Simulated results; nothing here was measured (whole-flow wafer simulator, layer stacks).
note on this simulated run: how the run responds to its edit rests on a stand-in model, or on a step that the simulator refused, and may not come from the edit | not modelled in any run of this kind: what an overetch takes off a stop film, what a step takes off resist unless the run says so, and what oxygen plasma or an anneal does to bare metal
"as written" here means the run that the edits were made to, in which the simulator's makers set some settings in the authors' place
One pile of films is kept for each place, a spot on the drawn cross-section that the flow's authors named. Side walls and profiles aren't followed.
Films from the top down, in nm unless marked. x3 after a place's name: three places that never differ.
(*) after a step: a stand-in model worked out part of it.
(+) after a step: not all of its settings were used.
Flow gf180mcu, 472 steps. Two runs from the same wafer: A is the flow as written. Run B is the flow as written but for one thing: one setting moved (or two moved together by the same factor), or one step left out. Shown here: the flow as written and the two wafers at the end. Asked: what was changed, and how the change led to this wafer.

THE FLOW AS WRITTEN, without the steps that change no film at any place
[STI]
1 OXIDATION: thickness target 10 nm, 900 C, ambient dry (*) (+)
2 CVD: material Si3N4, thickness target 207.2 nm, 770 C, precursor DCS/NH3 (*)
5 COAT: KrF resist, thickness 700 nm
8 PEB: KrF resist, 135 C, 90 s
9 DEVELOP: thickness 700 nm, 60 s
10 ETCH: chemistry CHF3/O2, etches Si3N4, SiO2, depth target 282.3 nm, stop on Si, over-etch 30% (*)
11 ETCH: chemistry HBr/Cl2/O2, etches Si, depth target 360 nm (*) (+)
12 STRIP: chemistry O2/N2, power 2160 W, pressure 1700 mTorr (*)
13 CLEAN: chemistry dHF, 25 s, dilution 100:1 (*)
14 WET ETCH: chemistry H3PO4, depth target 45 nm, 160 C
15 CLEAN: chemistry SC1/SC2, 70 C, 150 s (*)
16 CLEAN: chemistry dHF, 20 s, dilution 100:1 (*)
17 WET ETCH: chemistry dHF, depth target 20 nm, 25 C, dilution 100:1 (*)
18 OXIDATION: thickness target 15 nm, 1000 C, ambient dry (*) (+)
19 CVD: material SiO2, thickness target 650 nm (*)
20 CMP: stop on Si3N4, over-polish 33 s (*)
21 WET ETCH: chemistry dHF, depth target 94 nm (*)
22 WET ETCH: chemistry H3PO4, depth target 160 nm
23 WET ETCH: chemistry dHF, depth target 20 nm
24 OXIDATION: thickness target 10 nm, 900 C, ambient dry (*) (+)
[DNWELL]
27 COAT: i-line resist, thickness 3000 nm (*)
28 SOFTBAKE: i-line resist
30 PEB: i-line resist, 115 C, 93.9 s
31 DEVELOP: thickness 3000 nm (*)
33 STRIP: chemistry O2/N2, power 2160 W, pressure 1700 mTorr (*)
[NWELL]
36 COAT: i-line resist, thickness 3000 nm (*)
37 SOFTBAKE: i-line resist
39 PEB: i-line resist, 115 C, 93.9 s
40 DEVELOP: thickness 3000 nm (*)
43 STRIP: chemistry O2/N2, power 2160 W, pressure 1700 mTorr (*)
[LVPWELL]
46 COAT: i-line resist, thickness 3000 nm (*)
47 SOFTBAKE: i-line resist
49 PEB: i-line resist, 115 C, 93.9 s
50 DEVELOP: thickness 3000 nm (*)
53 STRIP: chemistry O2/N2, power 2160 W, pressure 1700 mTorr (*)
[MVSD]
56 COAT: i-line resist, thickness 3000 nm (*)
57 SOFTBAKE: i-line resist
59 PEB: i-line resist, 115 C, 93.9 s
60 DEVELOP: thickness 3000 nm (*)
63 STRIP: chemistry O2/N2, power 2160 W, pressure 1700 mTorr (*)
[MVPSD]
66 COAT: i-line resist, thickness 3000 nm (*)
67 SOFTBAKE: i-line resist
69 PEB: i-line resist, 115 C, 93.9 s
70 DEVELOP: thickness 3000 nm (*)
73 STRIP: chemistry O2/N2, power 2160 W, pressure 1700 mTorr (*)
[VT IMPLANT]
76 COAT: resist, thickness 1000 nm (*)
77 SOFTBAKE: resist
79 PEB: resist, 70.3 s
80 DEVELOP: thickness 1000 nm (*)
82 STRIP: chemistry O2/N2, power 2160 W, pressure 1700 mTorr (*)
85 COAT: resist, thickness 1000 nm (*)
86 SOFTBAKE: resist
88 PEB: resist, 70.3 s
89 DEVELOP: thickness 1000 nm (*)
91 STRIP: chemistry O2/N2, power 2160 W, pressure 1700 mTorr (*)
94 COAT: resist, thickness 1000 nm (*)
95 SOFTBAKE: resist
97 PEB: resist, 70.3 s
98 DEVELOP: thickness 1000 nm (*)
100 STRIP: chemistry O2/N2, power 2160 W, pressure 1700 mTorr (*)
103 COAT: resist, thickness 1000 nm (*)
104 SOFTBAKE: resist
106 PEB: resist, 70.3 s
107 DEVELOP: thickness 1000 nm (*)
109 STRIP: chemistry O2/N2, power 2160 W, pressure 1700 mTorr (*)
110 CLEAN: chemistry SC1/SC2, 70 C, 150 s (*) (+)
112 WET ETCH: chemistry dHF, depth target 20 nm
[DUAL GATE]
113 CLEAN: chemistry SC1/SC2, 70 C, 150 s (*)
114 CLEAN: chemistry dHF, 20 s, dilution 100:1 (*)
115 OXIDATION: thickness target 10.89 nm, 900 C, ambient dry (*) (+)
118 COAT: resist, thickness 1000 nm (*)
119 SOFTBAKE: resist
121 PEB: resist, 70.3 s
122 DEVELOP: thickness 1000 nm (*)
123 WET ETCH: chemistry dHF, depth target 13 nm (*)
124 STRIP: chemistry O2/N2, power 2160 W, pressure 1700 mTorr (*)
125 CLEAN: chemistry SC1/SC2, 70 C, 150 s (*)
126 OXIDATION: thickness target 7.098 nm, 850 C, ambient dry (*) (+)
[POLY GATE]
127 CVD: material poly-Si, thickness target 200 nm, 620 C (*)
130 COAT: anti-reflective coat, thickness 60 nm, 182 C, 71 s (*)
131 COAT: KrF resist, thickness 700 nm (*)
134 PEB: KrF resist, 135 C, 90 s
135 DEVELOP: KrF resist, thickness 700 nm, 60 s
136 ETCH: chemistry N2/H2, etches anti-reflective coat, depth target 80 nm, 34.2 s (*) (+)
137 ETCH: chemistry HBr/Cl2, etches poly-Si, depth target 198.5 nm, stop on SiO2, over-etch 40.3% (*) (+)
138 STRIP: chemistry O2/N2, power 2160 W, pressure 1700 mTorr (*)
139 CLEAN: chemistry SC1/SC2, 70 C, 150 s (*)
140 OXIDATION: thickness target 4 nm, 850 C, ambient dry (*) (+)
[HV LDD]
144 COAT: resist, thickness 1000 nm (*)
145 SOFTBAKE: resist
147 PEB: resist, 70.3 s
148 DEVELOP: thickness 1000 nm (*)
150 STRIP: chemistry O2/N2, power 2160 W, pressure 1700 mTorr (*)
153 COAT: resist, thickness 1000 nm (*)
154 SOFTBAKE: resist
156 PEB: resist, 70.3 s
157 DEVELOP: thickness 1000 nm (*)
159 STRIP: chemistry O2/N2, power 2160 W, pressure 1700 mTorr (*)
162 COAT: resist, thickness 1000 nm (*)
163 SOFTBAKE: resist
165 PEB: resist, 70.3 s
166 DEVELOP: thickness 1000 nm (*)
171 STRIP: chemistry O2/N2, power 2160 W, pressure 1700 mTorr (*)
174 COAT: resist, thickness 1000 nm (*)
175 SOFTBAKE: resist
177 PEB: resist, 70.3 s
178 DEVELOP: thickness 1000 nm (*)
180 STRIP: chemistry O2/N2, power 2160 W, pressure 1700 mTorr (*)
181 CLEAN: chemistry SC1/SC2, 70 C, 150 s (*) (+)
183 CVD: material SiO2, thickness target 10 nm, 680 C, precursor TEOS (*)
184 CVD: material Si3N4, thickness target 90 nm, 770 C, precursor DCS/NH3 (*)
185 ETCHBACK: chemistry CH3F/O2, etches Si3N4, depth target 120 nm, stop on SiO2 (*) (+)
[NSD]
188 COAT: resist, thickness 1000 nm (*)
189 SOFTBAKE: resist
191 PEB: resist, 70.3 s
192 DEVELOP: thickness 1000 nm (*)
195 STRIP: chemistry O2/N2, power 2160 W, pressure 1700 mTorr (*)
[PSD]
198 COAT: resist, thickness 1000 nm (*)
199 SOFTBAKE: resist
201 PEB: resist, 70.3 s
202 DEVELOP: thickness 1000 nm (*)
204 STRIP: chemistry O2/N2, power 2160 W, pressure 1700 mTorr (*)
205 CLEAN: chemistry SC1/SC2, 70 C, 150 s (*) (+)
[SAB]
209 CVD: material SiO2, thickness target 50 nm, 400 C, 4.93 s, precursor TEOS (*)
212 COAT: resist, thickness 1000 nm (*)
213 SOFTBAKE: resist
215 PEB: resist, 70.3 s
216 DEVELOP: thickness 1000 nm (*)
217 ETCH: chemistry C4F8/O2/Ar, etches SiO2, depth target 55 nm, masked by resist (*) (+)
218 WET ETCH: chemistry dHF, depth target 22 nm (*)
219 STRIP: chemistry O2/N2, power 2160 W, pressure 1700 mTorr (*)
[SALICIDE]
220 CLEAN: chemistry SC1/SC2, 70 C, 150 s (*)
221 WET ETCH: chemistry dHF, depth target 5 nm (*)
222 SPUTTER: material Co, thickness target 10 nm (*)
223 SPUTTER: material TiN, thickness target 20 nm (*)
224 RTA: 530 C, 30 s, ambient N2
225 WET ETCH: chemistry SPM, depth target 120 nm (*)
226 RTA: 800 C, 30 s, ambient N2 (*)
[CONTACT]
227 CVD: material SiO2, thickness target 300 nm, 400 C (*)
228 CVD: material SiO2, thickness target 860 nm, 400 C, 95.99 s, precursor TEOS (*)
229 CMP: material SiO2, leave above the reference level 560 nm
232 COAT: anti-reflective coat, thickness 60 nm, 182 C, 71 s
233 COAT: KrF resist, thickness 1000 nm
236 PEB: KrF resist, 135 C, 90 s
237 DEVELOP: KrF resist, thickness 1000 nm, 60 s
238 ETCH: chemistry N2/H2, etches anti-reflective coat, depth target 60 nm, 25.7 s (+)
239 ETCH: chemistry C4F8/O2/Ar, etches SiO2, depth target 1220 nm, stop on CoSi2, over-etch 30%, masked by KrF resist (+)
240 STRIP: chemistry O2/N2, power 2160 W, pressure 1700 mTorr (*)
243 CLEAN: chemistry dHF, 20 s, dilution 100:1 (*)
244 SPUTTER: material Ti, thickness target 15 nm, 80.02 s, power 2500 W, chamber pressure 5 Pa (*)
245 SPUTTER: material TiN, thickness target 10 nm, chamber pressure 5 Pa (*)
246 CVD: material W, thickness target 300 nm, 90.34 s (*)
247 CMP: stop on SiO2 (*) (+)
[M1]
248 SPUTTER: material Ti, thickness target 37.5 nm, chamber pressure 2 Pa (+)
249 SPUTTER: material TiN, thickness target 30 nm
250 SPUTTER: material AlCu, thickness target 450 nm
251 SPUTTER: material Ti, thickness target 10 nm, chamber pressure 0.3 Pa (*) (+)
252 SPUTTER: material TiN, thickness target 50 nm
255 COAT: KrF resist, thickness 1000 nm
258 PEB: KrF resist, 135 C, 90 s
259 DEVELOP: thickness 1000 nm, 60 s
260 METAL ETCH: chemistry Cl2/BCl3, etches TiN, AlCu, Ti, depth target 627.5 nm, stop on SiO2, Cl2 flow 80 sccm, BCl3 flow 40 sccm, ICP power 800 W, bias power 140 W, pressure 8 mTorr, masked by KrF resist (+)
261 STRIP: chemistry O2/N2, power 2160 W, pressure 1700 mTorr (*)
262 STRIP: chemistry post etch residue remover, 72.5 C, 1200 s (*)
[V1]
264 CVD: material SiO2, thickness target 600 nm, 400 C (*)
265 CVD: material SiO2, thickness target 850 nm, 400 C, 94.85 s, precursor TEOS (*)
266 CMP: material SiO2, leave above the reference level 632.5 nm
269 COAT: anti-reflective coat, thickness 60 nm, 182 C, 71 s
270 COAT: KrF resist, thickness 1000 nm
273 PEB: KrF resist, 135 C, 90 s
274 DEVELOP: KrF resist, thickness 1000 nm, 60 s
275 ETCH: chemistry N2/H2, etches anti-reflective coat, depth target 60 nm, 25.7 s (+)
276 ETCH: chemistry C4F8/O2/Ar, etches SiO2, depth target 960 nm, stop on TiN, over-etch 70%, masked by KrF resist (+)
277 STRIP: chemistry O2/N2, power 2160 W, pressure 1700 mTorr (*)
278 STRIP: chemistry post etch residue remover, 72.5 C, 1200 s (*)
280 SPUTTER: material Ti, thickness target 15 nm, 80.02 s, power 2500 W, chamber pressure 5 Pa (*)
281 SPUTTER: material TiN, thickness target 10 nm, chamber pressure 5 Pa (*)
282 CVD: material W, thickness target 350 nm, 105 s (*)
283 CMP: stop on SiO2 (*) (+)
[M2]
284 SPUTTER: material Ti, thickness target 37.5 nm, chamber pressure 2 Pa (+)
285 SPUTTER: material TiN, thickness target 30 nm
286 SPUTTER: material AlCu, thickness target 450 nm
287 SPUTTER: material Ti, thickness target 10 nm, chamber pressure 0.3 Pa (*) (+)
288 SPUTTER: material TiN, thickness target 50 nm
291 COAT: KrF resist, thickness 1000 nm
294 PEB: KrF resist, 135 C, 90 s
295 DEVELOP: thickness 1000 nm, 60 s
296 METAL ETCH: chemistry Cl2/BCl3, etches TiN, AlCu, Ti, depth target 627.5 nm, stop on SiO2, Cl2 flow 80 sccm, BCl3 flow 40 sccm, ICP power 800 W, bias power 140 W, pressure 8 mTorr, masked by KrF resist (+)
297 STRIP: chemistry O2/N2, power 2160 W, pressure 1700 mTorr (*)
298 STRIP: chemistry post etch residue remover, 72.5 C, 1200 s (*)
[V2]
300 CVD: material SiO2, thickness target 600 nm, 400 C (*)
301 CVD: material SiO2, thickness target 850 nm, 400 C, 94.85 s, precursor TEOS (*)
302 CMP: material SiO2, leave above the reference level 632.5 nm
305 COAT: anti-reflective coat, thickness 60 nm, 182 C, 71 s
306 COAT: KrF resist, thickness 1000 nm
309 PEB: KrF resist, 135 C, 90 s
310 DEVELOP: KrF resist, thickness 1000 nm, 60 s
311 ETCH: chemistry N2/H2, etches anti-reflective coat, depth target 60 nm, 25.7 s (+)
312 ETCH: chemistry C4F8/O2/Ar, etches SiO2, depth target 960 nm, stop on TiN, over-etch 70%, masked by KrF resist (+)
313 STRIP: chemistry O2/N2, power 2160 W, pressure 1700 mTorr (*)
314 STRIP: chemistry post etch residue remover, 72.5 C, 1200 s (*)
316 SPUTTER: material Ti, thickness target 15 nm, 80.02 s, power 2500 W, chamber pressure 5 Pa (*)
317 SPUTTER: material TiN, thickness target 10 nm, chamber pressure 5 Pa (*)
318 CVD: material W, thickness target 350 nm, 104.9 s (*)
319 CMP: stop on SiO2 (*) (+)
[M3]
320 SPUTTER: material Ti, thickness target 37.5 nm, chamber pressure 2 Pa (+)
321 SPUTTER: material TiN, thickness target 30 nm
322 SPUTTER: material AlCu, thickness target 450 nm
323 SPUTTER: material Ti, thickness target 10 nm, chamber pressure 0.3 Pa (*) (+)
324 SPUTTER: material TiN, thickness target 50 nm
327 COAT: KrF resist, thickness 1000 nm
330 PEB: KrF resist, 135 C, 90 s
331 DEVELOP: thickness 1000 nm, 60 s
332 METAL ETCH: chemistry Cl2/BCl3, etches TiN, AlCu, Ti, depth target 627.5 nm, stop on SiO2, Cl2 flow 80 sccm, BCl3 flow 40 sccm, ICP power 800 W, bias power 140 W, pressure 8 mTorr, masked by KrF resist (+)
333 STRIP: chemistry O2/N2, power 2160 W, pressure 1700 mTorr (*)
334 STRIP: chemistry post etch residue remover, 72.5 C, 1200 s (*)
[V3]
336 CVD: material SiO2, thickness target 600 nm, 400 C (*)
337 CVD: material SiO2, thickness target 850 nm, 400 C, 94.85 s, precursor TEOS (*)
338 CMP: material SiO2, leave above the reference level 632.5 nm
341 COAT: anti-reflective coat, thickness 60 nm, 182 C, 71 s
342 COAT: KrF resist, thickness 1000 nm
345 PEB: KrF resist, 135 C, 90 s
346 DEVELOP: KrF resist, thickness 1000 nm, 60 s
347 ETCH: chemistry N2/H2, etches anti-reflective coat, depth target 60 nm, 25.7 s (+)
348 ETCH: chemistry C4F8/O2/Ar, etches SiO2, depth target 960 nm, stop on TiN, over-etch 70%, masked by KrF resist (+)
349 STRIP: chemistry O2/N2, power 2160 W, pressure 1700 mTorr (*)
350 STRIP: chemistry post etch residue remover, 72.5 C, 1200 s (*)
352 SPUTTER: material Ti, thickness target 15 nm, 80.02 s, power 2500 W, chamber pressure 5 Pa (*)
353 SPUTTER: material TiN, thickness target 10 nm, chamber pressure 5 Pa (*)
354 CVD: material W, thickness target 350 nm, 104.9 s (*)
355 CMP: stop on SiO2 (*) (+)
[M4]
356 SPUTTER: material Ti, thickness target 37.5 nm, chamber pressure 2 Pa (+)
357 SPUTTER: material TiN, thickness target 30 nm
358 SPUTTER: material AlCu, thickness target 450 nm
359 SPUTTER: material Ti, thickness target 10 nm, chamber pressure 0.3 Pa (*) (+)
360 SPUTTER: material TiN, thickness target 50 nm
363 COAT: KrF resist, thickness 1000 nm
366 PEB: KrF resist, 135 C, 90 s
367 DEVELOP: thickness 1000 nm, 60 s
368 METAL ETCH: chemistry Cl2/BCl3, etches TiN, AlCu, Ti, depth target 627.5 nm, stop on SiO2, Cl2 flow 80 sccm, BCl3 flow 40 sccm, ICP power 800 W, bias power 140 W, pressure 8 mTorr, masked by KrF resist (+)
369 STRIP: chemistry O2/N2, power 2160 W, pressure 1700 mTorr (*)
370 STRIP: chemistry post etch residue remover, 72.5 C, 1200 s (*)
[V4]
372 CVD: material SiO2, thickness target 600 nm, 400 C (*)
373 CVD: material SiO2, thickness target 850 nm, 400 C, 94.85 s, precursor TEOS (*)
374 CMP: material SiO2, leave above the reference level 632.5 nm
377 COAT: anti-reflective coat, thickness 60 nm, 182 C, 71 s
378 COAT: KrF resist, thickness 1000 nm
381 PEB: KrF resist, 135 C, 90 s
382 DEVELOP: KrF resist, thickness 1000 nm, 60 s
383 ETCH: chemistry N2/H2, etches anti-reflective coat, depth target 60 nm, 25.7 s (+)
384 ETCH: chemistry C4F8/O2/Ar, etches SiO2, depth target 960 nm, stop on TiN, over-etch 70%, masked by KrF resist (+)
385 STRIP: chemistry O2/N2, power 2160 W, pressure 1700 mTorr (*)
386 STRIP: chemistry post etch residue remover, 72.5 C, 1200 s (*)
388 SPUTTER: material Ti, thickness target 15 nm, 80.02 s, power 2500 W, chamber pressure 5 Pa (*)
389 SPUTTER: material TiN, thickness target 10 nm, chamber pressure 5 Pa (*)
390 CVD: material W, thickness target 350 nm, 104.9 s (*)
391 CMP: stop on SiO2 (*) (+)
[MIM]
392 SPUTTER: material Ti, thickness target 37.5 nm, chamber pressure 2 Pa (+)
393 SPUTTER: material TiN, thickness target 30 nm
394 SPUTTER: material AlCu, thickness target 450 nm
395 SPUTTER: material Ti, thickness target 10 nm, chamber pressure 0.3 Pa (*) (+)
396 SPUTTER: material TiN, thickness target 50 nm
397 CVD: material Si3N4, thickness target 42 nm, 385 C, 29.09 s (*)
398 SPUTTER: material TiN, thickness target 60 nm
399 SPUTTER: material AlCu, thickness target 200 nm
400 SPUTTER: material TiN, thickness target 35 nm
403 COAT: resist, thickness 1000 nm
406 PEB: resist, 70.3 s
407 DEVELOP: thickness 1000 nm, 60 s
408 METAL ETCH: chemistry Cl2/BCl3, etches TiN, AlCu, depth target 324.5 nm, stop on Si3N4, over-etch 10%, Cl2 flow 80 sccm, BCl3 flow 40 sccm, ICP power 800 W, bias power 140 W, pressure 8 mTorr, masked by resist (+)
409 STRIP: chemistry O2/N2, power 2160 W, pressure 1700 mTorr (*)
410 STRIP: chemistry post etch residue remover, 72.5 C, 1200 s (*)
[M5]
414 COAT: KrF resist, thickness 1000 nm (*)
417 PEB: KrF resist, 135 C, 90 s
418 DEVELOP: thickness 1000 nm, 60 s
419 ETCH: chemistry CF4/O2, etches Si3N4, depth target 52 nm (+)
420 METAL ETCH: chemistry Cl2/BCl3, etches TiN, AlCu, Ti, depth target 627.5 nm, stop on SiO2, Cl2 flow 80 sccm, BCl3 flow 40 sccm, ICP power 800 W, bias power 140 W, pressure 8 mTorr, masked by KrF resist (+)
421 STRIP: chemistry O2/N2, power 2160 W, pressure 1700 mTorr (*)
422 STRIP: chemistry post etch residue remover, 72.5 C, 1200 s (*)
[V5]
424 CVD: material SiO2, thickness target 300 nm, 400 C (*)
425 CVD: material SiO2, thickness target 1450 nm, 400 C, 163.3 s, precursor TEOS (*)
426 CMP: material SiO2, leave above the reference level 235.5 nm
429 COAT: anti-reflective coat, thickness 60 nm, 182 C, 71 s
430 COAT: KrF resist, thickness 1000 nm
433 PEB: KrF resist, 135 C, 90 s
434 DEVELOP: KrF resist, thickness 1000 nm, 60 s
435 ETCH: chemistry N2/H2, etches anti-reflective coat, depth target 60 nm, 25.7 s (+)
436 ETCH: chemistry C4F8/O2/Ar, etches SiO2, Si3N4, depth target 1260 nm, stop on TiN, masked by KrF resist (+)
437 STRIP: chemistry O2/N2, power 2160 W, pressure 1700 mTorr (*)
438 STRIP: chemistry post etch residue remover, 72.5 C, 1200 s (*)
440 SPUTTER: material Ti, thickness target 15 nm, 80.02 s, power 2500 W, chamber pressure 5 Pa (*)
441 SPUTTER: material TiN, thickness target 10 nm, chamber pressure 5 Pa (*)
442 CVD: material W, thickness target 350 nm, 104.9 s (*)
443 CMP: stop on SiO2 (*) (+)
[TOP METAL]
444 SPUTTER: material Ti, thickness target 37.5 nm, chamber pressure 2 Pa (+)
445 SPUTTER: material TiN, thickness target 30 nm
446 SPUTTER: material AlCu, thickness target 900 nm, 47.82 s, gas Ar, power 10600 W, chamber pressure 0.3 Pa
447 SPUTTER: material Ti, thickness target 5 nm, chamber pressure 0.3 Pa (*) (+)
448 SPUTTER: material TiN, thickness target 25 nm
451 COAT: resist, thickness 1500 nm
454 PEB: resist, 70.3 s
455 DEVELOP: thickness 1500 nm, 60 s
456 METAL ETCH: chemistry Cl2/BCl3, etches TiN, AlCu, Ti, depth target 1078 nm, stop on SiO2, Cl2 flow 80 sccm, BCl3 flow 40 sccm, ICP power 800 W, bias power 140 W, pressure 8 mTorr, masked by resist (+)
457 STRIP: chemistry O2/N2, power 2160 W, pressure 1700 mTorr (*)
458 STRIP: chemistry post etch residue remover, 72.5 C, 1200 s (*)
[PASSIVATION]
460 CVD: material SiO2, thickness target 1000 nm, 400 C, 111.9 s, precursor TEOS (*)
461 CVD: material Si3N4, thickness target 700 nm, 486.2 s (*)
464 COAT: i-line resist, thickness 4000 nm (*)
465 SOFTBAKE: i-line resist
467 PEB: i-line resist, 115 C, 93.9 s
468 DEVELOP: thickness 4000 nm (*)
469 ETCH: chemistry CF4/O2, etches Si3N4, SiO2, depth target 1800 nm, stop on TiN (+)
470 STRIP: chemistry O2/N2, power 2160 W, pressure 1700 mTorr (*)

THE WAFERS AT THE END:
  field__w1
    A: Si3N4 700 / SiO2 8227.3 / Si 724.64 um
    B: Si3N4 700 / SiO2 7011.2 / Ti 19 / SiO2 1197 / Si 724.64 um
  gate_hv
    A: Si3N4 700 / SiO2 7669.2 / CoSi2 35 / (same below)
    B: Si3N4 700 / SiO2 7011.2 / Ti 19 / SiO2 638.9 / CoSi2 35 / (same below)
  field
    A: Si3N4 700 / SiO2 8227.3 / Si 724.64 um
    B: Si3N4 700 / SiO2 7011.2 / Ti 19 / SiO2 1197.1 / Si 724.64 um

The cause: step 260, METAL ETCH: depth target 558.5 nm was run, where the flow has depth target 627.5 nm.

How the change led to this, step by step:
  260 METAL ETCH: chemistry Cl2/BCl3, etches TiN, AlCu, Ti, depth target 627.5 nm, stop on SiO2, Cl2 flow 80 sccm, BCl3 flow 40 sccm, ICP power 800 W, bias power 140 W, pressure 8 mTorr, masked by KrF resist (+)
      field, field__w1, field__w2 and 99 more: A TiN -50 (all of it), Ti -10 (all of it), AlCu -450 (all of it), TiN -30 (all of it), Ti -37.5 (all of it) | B TiN -50 (all of it), Ti -10 (all of it), AlCu -450 (all of it), TiN -30 (all of it), Ti -18.5
      field__w8, contact, m1 and 6 more: A KrF resist -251 | B KrF resist -223.4
  261 STRIP: chemistry O2/N2, power 2160 W, pressure 1700 mTorr (*)
      field__w8, contact, m1 and 6 more: A KrF resist -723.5 (all of it) | B KrF resist -751.1 (all of it)
  264 CVD: material SiO2, thickness target 600 nm, 400 C (*)
      field, field__w1, field__w2 and 99 more: A SiO2 +600 | B SiO2 +600 (new film)
  266 CMP: material SiO2, leave above the reference level 632.5 nm
      field, field__w1, field__w2 and 99 more: A SiO2 -300 | B SiO2 -319
Counting metal films that touch as one body, field__w1 has 1 body; the flow as written gives 0 bodies.
Counting metal films that touch as one body, gate_hv has 2 bodies (between them, from the top down: SiO2 638.9); the flow as written gives 1 body.
Counting metal films that touch as one body, field has 1 body; the flow as written gives 0 bodies.
